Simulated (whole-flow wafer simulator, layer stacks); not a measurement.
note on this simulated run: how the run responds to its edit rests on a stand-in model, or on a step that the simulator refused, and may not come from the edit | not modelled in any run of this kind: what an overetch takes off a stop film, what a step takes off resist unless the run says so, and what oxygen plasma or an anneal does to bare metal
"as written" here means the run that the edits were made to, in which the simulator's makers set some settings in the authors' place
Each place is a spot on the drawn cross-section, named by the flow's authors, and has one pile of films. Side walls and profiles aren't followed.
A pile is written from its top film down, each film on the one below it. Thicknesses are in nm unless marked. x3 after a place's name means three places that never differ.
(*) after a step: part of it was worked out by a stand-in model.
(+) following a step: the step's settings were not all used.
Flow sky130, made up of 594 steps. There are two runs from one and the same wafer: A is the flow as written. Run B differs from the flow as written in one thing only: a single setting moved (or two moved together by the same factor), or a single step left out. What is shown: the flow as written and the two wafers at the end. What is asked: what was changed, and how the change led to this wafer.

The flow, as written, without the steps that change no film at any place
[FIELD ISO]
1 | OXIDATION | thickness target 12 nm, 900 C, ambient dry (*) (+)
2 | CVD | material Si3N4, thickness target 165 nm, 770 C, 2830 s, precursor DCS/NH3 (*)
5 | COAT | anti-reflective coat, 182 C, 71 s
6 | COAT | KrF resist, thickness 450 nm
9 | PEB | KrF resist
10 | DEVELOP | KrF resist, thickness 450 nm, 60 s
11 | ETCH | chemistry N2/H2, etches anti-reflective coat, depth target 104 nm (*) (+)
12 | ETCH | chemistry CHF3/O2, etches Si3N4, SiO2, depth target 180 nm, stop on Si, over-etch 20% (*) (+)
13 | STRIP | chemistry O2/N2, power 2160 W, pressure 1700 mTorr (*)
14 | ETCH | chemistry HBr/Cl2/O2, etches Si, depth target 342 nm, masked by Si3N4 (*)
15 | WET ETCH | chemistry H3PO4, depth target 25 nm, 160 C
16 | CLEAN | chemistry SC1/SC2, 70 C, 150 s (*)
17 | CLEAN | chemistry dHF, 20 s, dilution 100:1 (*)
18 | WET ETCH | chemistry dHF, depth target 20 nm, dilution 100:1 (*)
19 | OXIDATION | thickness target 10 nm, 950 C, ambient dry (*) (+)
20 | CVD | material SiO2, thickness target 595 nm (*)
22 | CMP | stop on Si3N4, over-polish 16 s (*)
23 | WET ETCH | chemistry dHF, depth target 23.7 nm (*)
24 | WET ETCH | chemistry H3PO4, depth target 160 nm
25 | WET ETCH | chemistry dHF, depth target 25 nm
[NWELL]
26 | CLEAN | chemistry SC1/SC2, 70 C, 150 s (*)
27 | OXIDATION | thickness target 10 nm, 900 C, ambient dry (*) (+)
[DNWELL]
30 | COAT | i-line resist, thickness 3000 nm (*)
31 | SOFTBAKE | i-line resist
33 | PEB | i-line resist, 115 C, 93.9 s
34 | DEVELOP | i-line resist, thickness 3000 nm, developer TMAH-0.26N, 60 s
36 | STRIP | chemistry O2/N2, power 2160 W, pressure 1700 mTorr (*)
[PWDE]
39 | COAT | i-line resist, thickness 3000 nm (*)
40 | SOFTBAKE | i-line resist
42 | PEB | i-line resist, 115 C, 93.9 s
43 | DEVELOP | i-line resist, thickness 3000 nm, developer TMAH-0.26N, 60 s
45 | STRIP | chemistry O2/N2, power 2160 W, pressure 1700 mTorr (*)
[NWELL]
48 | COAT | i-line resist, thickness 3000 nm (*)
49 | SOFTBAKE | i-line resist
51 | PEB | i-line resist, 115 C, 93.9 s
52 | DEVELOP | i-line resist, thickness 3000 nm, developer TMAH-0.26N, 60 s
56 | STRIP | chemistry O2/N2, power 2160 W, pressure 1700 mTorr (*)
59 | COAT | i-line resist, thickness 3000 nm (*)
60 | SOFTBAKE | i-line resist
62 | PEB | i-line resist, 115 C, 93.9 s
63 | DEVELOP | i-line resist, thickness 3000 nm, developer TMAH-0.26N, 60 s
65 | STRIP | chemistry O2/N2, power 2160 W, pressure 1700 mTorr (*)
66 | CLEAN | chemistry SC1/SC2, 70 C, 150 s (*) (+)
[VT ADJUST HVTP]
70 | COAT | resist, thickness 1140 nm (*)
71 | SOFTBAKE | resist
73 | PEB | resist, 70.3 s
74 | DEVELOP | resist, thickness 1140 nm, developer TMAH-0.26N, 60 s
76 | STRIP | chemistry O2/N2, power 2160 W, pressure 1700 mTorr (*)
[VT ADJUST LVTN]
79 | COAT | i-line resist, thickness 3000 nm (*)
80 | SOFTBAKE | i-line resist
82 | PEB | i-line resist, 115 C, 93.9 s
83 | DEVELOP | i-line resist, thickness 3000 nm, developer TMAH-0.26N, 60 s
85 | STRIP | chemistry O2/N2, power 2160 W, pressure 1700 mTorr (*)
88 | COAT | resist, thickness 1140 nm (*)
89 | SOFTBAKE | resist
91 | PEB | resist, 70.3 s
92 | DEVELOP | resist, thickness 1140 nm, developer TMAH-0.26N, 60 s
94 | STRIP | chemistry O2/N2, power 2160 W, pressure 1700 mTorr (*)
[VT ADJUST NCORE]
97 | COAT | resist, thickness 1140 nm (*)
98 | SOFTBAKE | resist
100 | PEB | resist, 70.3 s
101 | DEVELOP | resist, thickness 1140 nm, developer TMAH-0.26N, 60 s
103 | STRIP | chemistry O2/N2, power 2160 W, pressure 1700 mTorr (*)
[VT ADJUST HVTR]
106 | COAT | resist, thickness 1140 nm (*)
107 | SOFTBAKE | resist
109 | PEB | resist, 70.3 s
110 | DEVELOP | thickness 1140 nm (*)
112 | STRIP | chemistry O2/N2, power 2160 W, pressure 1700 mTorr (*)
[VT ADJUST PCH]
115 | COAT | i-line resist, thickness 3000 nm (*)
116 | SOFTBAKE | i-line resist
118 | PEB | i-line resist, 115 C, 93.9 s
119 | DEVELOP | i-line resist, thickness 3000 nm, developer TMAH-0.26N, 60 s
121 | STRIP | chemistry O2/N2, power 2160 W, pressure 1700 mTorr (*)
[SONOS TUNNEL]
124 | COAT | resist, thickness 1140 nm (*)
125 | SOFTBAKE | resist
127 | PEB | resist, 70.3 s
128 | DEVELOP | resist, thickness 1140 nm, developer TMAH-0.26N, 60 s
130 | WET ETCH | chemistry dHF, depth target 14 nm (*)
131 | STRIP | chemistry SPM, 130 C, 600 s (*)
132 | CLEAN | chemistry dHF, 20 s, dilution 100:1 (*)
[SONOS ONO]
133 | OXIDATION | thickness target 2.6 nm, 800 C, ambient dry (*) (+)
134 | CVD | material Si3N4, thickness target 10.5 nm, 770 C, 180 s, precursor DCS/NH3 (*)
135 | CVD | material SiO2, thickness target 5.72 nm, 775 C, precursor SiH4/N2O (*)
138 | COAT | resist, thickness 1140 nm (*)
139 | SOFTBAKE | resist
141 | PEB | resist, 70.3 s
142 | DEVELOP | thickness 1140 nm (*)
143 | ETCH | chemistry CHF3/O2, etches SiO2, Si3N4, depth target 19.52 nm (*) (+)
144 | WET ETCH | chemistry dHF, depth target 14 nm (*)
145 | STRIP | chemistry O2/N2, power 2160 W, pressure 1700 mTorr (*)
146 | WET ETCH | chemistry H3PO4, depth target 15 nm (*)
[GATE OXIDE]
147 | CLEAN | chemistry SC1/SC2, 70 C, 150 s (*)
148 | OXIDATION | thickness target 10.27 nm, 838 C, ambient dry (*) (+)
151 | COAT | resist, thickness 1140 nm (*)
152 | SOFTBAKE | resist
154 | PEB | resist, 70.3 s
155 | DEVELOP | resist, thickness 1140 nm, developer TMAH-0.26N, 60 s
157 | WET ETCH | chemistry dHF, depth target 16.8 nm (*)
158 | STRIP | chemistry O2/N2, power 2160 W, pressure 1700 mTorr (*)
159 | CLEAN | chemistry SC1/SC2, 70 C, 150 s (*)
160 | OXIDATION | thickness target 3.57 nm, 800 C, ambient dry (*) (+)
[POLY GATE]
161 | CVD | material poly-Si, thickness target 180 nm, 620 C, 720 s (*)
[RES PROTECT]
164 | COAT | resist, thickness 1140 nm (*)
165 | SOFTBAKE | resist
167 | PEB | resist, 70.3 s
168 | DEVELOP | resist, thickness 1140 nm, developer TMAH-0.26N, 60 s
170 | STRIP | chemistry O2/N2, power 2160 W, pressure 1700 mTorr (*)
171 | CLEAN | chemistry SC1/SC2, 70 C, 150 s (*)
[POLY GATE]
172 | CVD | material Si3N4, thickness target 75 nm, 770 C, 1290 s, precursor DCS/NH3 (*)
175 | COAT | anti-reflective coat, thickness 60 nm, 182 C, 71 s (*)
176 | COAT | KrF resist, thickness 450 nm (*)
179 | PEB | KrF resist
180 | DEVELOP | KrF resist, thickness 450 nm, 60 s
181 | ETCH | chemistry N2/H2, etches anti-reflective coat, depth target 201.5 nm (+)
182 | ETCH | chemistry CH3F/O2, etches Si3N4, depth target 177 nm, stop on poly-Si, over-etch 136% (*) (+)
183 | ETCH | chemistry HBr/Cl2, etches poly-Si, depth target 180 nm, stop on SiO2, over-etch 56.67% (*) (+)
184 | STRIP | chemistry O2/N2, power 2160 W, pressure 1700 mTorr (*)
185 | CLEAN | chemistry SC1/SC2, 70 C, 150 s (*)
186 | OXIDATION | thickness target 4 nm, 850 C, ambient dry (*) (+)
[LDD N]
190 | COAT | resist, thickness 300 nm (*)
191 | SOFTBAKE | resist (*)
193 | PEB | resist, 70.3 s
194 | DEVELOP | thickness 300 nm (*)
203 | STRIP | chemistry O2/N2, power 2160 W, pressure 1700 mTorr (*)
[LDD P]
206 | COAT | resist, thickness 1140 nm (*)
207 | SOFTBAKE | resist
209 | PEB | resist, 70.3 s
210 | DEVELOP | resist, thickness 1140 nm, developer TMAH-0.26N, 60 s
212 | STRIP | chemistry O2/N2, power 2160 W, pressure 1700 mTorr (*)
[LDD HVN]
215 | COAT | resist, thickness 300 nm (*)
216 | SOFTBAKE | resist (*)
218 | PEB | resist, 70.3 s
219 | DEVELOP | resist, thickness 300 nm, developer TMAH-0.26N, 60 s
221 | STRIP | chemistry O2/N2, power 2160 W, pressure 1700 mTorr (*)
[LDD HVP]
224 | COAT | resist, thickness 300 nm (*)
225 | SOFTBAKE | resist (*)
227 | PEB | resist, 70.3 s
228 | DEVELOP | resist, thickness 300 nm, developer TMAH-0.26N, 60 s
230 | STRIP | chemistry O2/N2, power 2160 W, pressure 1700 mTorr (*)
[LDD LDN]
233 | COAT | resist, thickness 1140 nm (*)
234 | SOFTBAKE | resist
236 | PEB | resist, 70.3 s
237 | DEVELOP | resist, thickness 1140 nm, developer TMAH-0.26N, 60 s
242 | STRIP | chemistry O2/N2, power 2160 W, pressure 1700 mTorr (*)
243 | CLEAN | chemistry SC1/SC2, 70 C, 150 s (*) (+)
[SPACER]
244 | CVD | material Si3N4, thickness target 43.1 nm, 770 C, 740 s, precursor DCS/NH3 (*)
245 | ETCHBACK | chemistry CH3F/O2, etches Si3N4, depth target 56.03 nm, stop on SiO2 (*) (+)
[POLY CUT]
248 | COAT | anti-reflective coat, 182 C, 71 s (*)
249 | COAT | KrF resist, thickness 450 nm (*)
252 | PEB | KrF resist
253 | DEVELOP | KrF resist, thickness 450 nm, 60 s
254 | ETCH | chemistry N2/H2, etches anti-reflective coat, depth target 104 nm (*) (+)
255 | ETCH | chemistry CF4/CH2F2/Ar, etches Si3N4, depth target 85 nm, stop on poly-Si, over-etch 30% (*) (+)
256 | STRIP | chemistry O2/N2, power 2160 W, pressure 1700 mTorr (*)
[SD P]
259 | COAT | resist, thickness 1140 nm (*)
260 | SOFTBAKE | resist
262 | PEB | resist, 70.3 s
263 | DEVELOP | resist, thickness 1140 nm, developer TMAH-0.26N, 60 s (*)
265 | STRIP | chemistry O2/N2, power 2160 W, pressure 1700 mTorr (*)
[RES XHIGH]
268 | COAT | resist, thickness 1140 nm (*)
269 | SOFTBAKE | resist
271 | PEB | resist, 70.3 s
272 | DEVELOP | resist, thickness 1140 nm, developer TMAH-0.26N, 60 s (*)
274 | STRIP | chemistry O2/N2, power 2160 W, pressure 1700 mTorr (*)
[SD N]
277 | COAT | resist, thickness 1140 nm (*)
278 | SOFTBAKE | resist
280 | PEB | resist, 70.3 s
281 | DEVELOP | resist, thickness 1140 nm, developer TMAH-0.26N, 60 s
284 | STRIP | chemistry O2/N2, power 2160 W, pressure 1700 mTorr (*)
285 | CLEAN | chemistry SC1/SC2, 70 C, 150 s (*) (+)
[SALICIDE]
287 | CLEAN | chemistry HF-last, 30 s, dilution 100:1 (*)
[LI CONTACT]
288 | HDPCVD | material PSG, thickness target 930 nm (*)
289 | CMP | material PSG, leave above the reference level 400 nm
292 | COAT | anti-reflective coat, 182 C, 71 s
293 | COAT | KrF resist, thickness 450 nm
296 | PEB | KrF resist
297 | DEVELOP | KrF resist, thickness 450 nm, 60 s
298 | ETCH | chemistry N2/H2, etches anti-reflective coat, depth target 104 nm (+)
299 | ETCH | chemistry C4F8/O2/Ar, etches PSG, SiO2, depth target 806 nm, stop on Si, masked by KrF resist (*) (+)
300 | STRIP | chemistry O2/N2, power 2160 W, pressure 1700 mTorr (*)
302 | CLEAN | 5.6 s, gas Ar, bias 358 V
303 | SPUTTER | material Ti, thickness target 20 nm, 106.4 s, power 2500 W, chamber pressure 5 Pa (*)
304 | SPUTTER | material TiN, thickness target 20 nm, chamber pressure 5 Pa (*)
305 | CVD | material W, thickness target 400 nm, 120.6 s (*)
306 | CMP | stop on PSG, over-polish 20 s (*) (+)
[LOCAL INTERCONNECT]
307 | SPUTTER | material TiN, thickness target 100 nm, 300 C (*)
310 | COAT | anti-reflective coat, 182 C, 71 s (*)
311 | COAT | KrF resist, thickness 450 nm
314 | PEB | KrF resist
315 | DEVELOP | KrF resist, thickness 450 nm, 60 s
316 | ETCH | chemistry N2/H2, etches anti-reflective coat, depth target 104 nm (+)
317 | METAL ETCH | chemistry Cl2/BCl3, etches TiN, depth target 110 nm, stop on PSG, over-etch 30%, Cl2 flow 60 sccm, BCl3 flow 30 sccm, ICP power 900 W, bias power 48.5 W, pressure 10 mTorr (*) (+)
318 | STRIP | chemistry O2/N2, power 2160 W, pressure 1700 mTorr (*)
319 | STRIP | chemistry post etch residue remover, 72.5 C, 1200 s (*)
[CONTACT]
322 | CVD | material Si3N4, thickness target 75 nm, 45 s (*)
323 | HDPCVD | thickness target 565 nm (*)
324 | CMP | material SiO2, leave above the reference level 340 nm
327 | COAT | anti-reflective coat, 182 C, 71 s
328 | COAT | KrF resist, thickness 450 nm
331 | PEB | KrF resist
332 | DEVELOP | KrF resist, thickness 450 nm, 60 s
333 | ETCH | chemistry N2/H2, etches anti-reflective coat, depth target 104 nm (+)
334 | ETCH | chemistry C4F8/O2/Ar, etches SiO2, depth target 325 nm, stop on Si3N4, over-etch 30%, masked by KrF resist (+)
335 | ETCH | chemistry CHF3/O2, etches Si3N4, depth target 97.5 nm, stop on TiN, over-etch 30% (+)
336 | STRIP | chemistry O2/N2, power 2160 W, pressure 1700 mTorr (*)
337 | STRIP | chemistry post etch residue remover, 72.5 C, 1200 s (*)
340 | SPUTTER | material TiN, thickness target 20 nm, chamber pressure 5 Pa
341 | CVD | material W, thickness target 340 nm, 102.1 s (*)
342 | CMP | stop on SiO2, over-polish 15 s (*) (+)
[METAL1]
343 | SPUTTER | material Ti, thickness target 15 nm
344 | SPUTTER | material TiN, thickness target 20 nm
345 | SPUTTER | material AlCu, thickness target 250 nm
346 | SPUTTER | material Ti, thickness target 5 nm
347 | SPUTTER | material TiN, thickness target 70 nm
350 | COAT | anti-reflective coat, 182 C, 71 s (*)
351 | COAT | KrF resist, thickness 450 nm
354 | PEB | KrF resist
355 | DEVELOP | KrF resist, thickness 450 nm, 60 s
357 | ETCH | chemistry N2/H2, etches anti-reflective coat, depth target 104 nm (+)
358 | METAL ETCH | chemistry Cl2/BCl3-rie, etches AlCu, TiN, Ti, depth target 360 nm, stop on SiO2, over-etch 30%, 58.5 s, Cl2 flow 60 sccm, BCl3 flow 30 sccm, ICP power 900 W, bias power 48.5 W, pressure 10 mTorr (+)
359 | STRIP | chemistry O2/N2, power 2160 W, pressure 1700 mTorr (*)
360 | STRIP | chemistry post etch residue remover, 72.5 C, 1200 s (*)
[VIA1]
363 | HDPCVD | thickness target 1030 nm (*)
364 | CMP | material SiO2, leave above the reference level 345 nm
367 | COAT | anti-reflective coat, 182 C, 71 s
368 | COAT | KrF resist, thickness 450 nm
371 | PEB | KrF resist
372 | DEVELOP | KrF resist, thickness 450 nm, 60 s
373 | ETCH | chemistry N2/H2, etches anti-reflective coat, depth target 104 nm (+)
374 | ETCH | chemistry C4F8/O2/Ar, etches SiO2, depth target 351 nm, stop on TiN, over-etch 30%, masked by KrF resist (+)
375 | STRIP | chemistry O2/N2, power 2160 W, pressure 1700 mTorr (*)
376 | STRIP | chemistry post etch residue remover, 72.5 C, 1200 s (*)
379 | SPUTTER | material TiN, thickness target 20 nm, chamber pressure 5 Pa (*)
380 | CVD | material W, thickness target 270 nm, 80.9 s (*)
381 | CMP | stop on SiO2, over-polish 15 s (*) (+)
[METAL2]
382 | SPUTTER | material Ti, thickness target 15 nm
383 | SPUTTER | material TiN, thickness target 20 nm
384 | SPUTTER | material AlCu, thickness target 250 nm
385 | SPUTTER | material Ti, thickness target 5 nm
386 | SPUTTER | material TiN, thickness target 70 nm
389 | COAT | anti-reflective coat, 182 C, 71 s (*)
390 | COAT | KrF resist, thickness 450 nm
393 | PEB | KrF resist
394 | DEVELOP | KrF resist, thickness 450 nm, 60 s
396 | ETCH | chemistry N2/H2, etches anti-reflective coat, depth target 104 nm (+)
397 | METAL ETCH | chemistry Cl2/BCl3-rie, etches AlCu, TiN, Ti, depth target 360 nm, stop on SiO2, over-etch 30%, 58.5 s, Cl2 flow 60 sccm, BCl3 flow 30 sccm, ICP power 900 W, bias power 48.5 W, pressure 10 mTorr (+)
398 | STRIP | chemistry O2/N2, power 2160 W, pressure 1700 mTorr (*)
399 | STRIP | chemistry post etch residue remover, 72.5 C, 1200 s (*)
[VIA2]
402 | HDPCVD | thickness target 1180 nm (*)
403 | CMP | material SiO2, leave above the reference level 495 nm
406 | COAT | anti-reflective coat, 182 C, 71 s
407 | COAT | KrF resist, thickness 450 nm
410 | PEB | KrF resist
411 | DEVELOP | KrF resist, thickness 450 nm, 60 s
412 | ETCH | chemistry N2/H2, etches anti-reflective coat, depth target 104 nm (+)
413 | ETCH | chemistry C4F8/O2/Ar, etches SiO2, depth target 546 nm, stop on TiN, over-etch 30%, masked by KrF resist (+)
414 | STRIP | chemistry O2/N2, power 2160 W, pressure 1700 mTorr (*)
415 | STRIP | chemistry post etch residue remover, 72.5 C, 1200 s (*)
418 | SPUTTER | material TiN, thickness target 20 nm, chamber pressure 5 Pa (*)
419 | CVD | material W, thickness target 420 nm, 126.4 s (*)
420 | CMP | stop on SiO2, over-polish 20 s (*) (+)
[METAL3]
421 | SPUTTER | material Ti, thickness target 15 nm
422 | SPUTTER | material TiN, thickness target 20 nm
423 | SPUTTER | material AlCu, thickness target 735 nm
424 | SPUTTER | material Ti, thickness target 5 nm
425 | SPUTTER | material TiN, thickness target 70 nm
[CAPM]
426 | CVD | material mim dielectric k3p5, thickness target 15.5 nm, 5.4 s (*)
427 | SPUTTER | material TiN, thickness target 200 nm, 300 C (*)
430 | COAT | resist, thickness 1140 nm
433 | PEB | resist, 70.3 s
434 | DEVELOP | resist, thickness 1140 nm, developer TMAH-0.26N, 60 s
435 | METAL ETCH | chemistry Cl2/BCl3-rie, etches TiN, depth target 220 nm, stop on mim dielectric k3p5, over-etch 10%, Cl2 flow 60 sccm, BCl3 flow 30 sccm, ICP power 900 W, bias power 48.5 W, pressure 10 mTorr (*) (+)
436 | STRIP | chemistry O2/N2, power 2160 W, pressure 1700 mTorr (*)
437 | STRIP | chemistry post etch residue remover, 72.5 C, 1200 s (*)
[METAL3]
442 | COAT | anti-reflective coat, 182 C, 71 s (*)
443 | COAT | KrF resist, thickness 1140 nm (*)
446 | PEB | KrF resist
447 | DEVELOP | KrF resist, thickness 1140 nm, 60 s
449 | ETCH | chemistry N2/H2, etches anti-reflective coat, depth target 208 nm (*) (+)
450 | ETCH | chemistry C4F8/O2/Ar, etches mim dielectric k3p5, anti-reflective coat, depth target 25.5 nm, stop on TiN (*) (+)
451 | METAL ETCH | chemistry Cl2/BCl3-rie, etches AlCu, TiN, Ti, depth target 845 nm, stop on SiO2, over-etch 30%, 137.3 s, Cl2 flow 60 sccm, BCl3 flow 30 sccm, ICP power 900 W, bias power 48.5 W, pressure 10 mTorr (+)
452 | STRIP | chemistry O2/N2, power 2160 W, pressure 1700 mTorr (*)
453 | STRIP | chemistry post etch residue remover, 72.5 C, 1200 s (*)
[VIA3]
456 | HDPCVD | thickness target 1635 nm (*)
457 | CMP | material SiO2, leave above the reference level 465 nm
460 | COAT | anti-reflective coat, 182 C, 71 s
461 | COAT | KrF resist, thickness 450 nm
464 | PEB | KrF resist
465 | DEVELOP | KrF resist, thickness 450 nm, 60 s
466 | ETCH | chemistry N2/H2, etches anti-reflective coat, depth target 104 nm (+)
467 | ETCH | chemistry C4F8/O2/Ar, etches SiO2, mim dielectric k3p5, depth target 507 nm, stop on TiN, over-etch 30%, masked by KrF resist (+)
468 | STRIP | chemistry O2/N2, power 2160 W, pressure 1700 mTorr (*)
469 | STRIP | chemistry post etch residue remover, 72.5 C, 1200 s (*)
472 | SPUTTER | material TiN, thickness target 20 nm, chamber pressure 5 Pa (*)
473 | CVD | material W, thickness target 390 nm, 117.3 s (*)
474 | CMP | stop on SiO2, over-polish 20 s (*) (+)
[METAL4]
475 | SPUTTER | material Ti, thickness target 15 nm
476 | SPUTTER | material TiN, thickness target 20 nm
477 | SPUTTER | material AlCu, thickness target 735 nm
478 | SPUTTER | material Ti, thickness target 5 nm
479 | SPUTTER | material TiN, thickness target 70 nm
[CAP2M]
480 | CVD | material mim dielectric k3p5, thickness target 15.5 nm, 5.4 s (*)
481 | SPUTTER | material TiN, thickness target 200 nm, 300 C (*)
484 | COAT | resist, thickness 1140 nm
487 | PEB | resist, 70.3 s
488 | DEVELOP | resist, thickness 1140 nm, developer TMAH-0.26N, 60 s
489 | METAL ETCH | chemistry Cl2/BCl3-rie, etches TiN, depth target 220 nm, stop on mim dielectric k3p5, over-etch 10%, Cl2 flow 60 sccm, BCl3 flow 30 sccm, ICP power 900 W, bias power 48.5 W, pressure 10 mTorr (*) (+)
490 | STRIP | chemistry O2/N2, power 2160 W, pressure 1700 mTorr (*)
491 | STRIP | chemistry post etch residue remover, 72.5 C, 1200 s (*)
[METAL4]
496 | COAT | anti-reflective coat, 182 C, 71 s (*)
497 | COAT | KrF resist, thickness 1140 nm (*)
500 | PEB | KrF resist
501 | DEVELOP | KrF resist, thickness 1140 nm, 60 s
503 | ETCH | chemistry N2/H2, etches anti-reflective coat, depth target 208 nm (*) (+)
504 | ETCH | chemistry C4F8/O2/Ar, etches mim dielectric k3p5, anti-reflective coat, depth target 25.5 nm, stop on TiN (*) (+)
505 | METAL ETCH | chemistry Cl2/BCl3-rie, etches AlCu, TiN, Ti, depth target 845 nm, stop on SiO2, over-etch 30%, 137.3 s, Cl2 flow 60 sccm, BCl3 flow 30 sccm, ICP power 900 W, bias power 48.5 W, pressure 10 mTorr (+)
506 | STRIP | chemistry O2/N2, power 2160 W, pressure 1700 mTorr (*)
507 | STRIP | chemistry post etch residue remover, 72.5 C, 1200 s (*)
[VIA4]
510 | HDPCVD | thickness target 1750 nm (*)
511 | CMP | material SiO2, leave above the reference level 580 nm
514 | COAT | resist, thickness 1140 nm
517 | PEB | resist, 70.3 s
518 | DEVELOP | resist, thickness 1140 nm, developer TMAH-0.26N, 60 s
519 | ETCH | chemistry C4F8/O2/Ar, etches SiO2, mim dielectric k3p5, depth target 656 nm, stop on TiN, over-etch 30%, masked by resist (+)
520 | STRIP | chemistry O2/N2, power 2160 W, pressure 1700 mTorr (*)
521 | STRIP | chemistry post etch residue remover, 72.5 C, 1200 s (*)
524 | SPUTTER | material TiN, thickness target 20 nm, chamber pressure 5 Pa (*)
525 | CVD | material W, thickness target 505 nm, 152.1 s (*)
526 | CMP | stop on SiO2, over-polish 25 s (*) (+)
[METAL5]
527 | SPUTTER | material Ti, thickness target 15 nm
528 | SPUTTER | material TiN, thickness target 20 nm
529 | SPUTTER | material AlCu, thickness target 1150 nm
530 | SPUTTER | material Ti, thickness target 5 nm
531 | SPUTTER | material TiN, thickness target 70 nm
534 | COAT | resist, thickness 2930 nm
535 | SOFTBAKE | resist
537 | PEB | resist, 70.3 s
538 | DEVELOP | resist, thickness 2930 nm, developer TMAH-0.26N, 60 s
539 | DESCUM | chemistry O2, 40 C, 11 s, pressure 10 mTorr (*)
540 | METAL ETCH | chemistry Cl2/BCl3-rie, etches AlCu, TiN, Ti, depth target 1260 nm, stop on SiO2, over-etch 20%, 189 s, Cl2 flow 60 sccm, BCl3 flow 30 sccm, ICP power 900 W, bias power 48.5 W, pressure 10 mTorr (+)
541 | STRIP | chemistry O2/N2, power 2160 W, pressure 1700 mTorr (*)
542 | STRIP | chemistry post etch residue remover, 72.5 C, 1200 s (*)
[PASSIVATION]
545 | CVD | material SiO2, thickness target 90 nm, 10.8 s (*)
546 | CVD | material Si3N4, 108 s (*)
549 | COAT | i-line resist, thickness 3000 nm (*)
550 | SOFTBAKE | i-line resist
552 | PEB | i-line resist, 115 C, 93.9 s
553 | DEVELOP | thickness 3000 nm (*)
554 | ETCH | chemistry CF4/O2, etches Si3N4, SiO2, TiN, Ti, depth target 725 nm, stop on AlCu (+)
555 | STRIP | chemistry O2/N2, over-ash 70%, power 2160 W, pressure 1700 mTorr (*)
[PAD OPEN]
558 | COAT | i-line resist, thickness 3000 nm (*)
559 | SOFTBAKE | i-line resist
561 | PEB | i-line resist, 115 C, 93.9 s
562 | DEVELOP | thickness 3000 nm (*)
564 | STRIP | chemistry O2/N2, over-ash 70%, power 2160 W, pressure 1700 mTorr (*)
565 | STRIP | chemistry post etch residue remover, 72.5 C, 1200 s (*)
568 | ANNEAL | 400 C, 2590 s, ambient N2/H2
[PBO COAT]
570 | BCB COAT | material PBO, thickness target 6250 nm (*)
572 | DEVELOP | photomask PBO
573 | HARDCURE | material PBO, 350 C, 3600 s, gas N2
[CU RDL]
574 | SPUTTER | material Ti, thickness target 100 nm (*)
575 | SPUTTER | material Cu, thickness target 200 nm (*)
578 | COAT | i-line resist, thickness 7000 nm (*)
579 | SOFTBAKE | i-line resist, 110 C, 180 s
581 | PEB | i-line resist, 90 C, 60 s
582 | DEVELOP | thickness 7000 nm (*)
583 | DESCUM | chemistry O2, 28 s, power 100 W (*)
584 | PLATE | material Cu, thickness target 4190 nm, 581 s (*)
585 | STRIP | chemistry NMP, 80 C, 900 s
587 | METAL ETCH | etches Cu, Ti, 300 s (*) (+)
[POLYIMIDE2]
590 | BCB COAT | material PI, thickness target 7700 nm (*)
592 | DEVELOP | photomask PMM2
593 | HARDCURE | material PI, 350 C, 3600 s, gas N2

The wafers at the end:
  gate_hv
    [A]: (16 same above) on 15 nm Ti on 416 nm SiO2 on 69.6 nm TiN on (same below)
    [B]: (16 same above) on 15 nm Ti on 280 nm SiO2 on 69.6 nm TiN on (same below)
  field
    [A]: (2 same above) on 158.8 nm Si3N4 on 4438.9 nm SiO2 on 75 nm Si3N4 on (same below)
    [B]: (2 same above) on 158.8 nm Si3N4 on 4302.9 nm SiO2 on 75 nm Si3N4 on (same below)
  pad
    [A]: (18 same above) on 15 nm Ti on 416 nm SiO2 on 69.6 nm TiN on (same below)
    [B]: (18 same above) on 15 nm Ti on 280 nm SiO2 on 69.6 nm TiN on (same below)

The reason: step 403, CMP: leave above the reference level 359 nm was run, while the flow as written has leave above the reference level 495 nm.

Step by step, how the change led to this:
  403 | CMP | material SiO2, leave above the reference level 495 nm
      n_well, p_well, gate_hv and 101 more: A -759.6 SiO2 | B -895.6 SiO2
      field, active, gate and 82 more: A -389.1 SiO2 | B -525.1 SiO2
      (also at 2 further places)
  413 | ETCH | chemistry C4F8/O2/Ar, etches SiO2, depth target 546 nm, stop on TiN, over-etch 30%, masked by KrF resist (+)
      field, active, n_well and 186 more: A -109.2 KrF resist | B -73.9 KrF resist
      m1: A -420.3 SiO2 (all of it) | B -284.3 SiO2 (all of it)
      (also at 1 further place)
  414 | STRIP | chemistry O2/N2, power 2160 W, pressure 1700 mTorr (*)
      field, active, n_well and 186 more: A -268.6 KrF resist (all of it), -80 anti-reflective coat (all of it) | B -303.9 KrF resist (all of it), -80 anti-reflective coat (all of it)
  418 | SPUTTER | material TiN, thickness target 20 nm, chamber pressure 5 Pa (*)
      m1, via2_hole: A +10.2 TiN | B +12.1 TiN
  419 | CVD | material W, thickness target 420 nm, 126.4 s (*)
      m1: A +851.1 W (new film) | B +713.2 W (new film)
      via2_hole: A +850.7 W (new film) | B +712.8 W (new film)
